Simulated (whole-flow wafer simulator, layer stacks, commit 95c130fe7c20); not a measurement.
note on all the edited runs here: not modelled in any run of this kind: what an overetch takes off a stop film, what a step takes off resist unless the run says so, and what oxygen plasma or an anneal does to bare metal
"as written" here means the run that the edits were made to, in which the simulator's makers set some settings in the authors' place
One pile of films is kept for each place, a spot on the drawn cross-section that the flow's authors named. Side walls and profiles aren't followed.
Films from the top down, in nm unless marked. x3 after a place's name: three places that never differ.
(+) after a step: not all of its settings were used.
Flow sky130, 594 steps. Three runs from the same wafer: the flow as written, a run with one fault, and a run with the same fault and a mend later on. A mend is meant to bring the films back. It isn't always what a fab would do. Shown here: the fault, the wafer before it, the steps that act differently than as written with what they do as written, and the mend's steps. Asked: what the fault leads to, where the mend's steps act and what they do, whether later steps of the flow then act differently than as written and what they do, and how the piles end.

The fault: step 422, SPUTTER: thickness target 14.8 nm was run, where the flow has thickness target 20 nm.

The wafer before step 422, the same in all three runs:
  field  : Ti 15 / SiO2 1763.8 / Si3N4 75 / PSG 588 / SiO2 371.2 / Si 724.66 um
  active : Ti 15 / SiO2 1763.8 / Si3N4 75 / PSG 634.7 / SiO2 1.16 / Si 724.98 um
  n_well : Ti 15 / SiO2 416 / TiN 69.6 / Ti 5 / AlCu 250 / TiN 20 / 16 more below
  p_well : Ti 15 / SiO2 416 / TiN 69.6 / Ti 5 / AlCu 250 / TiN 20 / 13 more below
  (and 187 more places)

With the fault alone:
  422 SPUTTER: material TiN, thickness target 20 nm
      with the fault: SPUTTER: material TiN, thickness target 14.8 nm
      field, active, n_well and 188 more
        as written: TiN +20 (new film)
        with the fault: TiN +14.8 (new film)
  Later steps of the flow that act differently than as written (19 more steps differ only slightly, by at most 2% or 0.5 nm, whichever is larger, and aren't shown):
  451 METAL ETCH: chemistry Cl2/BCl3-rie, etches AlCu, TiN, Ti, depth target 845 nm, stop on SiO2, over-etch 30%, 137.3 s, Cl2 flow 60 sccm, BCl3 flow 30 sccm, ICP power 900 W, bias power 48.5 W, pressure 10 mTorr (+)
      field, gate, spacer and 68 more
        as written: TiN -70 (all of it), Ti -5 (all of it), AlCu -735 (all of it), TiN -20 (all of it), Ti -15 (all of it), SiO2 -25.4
        with the fault: TiN -70 (all of it), Ti -5 (all of it), AlCu -735 (all of it), TiN -14.8 (all of it), Ti -15 (all of it), SiO2 -25.9
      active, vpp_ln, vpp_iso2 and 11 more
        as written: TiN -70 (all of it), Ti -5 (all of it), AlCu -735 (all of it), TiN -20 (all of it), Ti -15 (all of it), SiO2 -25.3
        with the fault: TiN -70 (all of it), Ti -5 (all of it), AlCu -735 (all of it), TiN -14.8 (all of it), Ti -15 (all of it), SiO2 -25.9
  At the end the piles differ from the flow's by more than 2% or 0.5 nm, whichever is larger, at n_well, p_well, gate_hv and 104 more.
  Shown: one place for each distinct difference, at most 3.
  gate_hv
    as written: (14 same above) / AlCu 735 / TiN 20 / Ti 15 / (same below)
    with the fault: (14 same above) / AlCu 735 / TiN 14.8 / Ti 15 / (same below)
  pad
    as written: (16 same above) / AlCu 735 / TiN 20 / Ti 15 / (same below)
    with the fault: (16 same above) / AlCu 735 / TiN 14.8 / Ti 15 / (same below)
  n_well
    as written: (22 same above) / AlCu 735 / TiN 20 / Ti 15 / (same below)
    with the fault: (22 same above) / AlCu 735 / TiN 14.8 / Ti 15 / (same below)

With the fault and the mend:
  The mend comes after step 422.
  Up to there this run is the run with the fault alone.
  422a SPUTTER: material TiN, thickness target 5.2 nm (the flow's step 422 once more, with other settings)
      field, active, n_well and 188 more
        TiN +5.2
  No later step of the flow acts differently than as written at any place that is followed.
  At the end the piles are the same as the flow's at every place that both follow.
